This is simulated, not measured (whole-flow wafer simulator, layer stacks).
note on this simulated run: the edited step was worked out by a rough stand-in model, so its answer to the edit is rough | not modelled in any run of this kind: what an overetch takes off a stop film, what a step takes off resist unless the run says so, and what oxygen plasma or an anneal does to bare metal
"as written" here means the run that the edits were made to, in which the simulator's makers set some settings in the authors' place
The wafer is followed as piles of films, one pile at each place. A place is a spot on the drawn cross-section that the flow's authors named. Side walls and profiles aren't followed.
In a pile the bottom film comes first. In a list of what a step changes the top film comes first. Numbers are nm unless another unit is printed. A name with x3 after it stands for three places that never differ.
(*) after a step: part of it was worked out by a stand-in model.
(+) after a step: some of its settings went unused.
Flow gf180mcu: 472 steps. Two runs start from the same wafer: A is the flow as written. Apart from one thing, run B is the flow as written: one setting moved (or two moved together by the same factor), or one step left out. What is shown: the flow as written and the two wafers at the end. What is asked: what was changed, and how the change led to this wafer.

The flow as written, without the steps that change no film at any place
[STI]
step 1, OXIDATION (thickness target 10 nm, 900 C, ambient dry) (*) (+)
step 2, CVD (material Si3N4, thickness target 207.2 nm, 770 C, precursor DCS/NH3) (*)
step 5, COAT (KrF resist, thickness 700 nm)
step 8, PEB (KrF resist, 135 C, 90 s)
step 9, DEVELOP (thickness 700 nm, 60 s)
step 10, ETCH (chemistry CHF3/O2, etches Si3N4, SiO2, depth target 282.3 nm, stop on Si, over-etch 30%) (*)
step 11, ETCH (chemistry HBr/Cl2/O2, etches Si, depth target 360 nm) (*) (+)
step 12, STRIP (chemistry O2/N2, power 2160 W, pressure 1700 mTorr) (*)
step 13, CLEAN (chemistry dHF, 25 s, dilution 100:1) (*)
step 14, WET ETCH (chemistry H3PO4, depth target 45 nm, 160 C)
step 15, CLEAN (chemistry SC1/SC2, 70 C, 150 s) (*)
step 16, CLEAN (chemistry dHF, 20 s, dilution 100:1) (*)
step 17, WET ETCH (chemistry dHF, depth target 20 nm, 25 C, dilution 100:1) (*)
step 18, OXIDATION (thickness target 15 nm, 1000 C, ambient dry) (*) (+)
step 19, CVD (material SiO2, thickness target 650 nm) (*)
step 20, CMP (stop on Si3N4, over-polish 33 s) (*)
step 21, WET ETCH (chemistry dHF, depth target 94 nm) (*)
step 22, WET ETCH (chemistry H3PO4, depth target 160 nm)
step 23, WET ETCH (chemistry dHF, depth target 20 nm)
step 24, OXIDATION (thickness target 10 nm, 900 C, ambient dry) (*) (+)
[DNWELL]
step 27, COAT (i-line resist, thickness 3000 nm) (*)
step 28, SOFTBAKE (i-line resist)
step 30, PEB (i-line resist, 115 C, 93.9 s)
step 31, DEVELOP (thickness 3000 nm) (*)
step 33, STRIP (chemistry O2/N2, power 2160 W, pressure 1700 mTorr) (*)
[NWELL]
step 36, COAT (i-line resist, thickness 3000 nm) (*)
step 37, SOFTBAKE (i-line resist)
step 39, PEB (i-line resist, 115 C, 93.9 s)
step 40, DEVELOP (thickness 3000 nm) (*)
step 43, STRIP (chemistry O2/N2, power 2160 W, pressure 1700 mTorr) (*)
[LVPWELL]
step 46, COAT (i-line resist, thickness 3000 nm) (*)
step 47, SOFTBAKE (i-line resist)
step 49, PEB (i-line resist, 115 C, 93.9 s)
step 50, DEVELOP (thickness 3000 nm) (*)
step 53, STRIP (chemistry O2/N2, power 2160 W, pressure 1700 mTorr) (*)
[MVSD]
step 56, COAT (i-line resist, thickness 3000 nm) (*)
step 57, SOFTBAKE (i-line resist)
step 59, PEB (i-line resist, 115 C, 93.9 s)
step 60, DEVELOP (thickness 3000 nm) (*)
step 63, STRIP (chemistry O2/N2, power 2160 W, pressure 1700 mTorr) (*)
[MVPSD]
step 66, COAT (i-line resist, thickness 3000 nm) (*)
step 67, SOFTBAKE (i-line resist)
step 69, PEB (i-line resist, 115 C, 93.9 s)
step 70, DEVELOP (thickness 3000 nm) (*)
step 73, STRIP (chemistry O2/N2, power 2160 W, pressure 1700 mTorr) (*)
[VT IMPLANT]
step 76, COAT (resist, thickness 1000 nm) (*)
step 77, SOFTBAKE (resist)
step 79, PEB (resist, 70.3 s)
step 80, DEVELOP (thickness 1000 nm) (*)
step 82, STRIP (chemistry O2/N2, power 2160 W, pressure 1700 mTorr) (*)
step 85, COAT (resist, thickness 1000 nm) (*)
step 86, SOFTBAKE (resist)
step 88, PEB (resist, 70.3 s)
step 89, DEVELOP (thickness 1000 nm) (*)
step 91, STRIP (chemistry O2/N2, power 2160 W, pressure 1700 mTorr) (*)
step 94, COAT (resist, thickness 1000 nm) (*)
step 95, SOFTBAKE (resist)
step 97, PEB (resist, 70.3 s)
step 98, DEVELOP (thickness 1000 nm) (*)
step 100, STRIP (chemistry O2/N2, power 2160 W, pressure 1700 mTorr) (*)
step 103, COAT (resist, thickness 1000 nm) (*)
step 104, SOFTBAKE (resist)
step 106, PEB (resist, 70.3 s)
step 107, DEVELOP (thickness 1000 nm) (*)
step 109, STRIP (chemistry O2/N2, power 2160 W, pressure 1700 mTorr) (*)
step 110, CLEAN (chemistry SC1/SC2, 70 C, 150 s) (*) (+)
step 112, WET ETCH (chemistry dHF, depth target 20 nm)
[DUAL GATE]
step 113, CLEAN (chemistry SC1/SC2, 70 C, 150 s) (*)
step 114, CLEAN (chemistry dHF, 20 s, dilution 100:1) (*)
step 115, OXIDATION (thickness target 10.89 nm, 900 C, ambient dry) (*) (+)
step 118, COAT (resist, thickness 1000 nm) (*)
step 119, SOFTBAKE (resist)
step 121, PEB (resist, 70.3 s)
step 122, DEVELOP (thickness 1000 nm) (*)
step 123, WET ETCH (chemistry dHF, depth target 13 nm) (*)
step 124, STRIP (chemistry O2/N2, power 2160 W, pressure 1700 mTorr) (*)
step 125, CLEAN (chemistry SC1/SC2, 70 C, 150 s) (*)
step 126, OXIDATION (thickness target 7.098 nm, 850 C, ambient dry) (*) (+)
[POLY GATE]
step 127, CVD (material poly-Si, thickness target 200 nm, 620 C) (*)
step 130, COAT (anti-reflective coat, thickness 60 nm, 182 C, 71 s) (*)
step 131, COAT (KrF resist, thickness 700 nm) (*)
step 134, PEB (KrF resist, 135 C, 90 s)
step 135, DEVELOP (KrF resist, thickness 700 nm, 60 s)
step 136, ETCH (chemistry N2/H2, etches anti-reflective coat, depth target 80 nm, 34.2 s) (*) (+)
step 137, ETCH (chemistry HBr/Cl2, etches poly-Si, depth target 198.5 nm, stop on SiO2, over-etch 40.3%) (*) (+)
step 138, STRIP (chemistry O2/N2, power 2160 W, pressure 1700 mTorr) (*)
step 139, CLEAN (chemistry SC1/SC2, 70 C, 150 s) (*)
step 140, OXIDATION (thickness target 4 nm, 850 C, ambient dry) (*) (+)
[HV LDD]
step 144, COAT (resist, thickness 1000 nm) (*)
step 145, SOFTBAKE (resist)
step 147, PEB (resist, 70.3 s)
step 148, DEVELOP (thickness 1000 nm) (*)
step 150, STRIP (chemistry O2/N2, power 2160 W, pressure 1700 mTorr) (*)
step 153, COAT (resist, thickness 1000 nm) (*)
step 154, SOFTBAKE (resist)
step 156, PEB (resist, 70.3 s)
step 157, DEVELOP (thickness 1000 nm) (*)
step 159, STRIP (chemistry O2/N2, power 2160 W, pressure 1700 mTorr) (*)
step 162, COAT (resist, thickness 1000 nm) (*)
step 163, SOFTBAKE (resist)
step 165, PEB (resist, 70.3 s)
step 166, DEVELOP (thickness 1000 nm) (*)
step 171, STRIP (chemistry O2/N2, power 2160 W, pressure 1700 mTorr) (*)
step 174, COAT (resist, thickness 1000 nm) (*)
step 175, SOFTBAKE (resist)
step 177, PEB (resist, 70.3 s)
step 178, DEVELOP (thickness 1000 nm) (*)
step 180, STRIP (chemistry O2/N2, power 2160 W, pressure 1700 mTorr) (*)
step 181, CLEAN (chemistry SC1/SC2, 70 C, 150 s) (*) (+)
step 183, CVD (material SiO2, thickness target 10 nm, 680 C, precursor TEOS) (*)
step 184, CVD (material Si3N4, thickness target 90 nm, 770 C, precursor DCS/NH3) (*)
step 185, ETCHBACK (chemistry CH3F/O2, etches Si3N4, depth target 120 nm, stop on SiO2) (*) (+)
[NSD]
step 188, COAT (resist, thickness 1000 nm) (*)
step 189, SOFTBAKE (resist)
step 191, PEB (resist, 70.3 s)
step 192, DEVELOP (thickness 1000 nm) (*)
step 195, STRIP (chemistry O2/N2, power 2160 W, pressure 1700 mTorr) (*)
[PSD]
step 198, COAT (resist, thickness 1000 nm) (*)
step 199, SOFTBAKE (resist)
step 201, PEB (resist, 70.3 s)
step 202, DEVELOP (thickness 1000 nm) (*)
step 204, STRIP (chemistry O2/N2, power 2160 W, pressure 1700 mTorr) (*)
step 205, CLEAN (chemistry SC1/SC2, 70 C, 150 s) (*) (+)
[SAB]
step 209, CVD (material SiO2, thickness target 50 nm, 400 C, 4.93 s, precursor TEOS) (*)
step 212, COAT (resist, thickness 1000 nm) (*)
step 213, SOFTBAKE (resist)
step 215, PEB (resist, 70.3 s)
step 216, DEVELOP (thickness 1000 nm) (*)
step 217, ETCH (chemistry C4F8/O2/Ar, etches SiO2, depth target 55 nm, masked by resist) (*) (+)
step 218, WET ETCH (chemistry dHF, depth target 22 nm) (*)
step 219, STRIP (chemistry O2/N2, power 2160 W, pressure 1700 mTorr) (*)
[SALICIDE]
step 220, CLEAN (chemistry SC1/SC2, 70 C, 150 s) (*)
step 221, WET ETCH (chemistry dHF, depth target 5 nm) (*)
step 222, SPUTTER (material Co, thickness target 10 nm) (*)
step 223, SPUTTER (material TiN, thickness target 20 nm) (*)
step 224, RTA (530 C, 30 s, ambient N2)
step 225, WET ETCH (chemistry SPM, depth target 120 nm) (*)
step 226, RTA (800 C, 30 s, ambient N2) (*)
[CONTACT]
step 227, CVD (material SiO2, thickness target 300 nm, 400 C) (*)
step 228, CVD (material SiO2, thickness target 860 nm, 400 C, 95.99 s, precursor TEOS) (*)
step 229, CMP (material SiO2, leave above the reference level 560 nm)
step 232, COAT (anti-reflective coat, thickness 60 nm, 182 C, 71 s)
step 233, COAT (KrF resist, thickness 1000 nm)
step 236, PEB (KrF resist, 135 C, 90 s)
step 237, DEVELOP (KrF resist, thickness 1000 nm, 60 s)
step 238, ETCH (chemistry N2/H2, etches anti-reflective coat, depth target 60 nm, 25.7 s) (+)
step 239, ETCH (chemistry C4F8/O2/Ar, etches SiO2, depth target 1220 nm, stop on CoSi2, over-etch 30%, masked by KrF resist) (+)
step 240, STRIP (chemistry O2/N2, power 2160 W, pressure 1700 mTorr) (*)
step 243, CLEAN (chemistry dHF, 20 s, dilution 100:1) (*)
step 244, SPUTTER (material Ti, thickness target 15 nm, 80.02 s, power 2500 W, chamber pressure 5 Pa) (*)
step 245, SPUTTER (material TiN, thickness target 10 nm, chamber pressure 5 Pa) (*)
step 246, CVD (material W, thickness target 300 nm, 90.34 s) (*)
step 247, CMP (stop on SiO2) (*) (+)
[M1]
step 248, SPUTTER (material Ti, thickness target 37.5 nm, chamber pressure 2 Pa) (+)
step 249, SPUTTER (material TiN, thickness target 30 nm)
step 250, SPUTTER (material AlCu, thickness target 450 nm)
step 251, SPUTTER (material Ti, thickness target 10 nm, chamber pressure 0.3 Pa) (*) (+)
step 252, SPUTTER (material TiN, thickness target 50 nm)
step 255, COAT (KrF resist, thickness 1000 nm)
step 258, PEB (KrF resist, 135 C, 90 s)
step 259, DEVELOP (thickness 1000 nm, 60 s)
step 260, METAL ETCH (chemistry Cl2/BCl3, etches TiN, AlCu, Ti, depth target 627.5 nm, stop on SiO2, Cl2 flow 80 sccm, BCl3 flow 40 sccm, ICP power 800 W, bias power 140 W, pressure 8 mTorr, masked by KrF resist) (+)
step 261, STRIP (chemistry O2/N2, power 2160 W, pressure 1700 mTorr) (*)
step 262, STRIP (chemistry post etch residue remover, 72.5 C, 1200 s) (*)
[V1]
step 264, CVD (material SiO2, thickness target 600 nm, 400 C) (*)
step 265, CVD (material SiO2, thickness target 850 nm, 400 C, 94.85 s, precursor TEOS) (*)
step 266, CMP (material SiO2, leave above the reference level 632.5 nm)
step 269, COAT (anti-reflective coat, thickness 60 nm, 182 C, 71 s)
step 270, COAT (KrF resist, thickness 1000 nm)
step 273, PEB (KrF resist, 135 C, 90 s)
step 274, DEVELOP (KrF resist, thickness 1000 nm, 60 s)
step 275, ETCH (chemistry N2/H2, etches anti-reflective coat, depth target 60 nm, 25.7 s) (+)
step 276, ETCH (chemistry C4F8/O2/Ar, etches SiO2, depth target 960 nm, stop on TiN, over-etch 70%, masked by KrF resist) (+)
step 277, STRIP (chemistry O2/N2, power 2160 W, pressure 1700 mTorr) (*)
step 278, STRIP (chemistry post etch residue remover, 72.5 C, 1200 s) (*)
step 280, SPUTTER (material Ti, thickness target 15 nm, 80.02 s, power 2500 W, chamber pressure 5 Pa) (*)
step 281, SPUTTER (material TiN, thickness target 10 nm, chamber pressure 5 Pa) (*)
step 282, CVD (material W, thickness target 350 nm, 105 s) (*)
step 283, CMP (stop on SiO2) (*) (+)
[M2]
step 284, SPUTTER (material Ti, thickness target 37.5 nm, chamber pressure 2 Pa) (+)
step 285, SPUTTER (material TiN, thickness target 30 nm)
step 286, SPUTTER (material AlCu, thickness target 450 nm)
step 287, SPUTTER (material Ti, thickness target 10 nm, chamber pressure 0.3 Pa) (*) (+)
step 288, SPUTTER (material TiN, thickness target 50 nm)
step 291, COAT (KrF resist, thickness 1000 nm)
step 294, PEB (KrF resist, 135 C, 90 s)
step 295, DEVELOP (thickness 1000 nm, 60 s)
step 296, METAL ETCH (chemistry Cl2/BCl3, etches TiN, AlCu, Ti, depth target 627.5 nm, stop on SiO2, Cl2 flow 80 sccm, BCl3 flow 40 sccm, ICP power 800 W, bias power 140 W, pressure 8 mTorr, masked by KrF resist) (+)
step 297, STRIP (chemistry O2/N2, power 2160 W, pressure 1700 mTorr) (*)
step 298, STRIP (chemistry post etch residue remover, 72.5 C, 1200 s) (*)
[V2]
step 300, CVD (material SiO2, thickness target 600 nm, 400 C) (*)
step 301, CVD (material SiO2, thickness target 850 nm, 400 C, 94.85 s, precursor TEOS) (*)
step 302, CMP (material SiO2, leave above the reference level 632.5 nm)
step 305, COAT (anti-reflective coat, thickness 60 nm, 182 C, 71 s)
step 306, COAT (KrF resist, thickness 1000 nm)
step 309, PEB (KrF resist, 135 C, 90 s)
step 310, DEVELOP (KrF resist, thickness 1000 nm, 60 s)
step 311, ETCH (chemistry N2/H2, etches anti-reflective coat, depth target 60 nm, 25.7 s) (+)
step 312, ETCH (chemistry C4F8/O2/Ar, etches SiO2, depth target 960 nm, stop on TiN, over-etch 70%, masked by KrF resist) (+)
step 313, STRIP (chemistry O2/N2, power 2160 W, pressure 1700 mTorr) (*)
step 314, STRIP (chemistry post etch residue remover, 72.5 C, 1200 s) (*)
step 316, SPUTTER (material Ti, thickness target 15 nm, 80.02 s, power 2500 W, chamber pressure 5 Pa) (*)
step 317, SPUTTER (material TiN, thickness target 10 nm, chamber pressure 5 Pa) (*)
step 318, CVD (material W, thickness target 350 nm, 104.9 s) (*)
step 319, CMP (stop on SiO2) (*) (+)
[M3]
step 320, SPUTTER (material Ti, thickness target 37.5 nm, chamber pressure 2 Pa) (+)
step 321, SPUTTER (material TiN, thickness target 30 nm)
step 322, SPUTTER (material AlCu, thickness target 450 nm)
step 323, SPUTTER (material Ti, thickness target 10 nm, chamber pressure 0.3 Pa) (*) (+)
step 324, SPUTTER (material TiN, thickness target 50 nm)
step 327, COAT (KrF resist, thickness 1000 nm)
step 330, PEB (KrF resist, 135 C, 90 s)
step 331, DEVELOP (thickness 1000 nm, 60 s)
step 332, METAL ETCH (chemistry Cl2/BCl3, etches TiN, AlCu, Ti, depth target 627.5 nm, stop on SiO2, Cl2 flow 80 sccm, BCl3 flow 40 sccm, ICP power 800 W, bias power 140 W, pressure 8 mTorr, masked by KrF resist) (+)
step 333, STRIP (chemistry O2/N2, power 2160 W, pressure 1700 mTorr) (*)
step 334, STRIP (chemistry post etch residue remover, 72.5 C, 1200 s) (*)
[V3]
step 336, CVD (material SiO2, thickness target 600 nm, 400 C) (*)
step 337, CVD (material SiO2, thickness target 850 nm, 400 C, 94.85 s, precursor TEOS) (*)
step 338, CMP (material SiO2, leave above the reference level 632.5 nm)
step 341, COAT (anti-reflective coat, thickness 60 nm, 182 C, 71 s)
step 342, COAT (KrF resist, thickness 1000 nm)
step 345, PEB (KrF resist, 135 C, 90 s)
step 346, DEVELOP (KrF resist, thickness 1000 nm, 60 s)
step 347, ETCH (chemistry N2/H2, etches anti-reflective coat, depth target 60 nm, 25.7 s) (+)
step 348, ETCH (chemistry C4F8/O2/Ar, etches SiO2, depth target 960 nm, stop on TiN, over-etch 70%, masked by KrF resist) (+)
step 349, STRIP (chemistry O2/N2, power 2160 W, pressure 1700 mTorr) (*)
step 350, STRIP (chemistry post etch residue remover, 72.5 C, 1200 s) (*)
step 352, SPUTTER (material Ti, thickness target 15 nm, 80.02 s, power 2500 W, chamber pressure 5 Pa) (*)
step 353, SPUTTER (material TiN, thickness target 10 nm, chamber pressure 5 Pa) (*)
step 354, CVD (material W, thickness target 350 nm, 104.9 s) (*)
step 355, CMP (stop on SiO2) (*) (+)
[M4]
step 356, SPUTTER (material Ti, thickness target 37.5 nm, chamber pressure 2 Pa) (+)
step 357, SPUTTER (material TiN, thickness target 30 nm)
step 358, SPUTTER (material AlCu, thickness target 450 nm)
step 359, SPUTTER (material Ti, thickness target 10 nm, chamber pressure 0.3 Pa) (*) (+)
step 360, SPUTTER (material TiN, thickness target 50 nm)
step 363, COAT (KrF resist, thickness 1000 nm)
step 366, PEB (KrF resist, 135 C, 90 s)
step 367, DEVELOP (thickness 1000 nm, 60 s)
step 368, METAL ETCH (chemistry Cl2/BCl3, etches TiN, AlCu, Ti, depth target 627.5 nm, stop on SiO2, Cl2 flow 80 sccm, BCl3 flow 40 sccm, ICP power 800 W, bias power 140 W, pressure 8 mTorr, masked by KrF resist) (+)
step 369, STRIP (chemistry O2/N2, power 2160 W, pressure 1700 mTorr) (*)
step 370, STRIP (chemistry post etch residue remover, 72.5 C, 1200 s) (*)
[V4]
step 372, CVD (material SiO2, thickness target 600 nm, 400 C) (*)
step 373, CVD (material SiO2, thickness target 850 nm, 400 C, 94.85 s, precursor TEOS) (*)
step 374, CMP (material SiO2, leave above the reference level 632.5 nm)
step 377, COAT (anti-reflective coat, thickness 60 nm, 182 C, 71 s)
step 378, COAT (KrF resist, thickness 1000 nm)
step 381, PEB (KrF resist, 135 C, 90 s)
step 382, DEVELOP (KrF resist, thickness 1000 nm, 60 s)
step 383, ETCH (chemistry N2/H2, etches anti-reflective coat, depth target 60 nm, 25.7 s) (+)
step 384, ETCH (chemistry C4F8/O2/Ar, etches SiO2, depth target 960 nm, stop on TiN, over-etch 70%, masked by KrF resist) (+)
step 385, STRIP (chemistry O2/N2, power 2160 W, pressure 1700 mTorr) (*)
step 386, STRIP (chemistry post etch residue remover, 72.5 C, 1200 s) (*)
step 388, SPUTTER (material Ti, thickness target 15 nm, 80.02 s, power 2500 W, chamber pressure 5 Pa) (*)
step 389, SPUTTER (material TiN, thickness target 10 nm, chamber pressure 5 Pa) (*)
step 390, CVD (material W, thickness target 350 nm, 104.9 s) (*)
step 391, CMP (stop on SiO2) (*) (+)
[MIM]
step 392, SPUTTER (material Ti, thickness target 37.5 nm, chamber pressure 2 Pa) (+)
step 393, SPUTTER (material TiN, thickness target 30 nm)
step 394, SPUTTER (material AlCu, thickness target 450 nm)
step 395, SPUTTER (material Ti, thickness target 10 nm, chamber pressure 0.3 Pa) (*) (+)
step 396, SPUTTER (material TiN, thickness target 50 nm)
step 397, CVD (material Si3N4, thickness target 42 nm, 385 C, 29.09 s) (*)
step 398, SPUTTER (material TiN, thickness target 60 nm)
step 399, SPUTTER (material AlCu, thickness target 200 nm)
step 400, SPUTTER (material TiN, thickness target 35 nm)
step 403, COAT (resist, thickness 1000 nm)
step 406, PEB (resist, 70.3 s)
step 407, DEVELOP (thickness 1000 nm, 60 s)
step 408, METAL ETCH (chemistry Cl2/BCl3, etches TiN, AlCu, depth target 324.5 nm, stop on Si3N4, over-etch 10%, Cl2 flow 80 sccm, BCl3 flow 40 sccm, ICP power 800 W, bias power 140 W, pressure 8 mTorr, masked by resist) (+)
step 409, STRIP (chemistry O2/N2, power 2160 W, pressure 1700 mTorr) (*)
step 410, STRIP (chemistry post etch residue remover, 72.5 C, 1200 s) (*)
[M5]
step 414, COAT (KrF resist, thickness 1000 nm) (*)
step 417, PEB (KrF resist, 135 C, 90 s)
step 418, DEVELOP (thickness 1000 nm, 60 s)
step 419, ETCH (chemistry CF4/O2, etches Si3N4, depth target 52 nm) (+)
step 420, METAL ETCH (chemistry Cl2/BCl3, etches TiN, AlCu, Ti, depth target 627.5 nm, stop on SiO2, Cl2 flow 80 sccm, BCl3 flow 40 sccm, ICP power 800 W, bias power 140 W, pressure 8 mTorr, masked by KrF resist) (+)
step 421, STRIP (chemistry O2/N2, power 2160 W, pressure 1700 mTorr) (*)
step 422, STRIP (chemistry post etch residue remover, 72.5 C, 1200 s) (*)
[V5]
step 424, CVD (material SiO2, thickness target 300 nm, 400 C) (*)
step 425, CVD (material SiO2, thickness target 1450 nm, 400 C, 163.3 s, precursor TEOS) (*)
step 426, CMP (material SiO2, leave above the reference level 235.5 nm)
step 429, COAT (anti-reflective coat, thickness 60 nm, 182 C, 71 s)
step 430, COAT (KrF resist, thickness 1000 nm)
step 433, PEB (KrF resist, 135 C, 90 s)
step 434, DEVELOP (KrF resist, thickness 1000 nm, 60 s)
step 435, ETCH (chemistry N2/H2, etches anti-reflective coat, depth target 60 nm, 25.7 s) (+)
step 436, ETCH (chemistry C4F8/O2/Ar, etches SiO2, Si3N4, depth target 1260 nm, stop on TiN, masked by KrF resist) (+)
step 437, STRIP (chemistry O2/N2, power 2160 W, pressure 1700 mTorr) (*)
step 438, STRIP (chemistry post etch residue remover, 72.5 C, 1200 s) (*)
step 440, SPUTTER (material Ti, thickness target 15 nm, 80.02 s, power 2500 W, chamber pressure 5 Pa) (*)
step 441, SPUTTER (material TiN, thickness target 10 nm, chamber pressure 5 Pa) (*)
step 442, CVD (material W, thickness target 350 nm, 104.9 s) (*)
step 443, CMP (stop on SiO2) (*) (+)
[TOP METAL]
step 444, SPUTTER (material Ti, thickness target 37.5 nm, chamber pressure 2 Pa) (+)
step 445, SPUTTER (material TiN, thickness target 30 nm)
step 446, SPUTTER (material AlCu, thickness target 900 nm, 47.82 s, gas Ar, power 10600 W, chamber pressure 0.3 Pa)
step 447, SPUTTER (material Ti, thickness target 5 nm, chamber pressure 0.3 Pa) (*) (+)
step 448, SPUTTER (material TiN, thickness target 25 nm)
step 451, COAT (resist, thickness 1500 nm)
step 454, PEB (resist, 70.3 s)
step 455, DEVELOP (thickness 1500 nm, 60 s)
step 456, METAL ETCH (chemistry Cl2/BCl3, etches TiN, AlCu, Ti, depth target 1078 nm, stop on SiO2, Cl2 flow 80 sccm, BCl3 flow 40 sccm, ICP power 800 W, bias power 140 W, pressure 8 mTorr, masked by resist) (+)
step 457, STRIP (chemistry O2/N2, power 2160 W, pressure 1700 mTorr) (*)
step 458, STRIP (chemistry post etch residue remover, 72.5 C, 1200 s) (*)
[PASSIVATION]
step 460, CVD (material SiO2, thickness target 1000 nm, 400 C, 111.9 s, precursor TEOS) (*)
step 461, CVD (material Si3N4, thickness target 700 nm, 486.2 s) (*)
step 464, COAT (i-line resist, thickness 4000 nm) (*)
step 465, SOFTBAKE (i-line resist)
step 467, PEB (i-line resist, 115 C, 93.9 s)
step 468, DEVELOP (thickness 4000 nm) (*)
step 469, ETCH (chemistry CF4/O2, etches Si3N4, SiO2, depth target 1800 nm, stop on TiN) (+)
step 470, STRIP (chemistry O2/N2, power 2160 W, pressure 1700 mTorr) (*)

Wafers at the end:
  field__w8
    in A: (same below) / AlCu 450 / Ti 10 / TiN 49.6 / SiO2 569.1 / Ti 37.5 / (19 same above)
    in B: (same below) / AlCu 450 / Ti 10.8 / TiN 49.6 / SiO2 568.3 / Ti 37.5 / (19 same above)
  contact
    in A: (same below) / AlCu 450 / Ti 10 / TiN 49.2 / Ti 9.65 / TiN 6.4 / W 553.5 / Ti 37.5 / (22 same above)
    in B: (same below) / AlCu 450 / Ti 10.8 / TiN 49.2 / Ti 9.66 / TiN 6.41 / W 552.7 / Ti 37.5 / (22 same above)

What caused this: step 323, SPUTTER: thickness target 10.8 nm was run, while the flow as written has thickness target 10 nm.
One can read it off the wafer: field__w8 has Ti 10.8, and step 323 as written asks for 10 nm.

The path from the change to this, step by step:
  step 323, SPUTTER (material Ti, thickness target 10 nm, chamber pressure 0.3 Pa) (*) (+)
      field, field__w1, field__w2 and 108 more: A +10 Ti (new film) | B +10.8 Ti (new film)
  step 332, METAL ETCH (chemistry Cl2/BCl3, etches TiN, AlCu, Ti, depth target 627.5 nm, stop on SiO2, Cl2 flow 80 sccm, BCl3 flow 40 sccm, ICP power 800 W, bias power 140 W, pressure 8 mTorr, masked by KrF resist) (+)
      field, field__w1, field__w2 and 103 more: A -50 TiN (all of it), -10 Ti (all of it), -450 AlCu (all of it), -30 TiN (all of it), -37.5 Ti (all of it) | B -50 TiN (all of it), -10.8 Ti (all of it), -450 AlCu (all of it), -30 TiN (all of it), -37.5 Ti (all of it)
